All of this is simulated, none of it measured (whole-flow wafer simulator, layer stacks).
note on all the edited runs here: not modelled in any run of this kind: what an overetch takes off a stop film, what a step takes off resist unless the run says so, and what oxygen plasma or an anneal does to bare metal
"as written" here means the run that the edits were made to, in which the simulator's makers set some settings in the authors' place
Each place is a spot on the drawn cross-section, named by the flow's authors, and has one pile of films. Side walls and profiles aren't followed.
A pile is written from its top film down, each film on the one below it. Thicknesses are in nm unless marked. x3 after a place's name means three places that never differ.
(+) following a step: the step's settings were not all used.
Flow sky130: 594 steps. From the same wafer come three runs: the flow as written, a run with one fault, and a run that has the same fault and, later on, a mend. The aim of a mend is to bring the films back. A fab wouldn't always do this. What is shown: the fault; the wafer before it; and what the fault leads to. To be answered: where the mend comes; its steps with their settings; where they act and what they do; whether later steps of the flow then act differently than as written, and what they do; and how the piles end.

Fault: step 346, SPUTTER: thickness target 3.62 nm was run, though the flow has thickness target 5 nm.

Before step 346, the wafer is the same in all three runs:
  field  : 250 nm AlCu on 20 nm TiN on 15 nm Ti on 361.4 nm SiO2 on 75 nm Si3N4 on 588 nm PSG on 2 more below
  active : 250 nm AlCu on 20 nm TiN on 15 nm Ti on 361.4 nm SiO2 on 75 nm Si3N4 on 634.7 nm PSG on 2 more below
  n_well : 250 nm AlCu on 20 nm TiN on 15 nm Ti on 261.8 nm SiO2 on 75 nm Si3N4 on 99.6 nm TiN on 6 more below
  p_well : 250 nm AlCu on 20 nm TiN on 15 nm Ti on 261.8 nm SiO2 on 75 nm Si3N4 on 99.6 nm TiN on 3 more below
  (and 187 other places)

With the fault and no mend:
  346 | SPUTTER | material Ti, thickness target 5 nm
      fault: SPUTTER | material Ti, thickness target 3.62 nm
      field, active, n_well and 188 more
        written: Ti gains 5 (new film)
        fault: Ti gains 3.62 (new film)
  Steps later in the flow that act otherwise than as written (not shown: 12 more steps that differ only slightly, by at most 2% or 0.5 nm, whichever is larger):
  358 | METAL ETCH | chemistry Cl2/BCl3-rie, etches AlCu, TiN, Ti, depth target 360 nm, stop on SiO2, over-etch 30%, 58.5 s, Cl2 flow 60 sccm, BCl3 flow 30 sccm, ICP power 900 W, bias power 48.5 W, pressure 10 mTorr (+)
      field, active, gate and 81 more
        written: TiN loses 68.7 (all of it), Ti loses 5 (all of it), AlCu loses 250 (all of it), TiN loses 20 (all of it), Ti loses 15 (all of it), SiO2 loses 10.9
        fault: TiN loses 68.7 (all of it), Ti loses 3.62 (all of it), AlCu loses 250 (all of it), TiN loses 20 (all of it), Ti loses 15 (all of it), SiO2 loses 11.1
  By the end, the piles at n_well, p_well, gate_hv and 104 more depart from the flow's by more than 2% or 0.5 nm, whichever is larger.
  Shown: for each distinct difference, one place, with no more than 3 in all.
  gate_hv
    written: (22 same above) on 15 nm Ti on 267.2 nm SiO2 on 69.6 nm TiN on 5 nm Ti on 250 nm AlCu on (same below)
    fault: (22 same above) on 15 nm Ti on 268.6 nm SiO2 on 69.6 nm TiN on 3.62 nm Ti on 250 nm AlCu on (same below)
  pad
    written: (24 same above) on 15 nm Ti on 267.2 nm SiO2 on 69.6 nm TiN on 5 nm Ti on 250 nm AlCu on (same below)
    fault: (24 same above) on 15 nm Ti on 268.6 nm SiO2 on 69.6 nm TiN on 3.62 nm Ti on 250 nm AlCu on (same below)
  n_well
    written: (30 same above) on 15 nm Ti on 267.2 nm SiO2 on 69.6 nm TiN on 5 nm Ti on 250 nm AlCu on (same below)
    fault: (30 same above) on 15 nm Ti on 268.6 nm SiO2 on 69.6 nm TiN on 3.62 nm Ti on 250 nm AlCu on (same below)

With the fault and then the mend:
  The mend follows step 346.
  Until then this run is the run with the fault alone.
  346a | SPUTTER | material Ti, thickness target 1.38 nm (a further turn of the flow's step 346, with different settings)
      field, active, n_well and 188 more
        Ti gains 1.38
  Every later step of the flow that is run acts as written at every place that is followed.
  At every place that both follow, the piles at the end match the flow's.
